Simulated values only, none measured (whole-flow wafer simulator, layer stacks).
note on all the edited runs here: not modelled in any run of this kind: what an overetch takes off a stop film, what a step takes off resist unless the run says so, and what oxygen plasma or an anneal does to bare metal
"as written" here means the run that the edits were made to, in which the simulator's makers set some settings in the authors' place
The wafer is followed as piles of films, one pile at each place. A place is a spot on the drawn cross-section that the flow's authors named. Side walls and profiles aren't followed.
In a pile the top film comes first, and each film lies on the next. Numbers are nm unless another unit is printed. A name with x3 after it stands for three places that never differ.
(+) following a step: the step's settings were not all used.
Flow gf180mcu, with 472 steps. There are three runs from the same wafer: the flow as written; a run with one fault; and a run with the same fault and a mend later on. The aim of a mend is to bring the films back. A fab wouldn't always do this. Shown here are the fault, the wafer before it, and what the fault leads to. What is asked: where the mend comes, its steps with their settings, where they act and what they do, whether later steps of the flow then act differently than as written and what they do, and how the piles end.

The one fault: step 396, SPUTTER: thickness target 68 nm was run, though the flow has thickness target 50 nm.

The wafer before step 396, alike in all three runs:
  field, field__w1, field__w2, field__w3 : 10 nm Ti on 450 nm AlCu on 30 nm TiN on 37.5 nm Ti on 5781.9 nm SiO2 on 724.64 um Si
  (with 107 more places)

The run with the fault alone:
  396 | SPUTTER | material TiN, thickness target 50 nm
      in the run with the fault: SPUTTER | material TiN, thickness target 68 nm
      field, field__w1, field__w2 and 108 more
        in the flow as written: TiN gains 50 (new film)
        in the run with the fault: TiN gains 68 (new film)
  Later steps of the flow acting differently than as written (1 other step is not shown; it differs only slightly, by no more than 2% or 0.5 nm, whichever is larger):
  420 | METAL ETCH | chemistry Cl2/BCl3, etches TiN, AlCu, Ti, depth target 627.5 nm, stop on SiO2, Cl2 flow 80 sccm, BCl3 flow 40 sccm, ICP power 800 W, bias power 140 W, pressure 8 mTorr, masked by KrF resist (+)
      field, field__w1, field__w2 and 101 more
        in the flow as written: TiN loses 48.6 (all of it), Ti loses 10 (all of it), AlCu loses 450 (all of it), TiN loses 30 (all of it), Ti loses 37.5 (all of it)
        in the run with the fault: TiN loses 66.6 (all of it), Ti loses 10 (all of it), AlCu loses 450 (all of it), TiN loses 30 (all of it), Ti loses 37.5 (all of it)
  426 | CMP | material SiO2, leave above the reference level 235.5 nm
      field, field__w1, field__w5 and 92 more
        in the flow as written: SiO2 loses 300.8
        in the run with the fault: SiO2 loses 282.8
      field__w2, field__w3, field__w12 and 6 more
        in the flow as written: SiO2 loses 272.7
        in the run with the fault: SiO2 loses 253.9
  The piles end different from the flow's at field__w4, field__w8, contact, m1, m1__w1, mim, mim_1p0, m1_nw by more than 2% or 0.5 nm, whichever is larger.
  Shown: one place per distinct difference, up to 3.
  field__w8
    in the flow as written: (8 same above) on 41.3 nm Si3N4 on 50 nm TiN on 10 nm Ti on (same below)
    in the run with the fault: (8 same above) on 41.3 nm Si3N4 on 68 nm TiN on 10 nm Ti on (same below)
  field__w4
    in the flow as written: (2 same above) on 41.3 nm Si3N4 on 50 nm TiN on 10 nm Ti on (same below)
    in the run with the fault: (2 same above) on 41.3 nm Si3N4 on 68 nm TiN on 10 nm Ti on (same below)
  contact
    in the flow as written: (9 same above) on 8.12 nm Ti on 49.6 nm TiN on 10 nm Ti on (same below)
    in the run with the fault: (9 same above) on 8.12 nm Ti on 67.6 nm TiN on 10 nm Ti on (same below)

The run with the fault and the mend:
  After step 396 comes the mend.
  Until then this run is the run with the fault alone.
  396a | METAL ETCH | chemistry Cl2/BCl3, etches TiN, AlCu, Ti, depth target 18 nm, Cl2 flow 80 sccm, BCl3 flow 40 sccm, ICP power 800 W, bias power 140 W, pressure 8 mTorr (a further turn of the flow's step 260, with different settings)
      field, field__w1, field__w2 and 108 more
        TiN loses 18
  None of the later steps of the flow acts differently than as written at any place that is followed.
  By the end, the piles equal the flow's at every place that both follow.
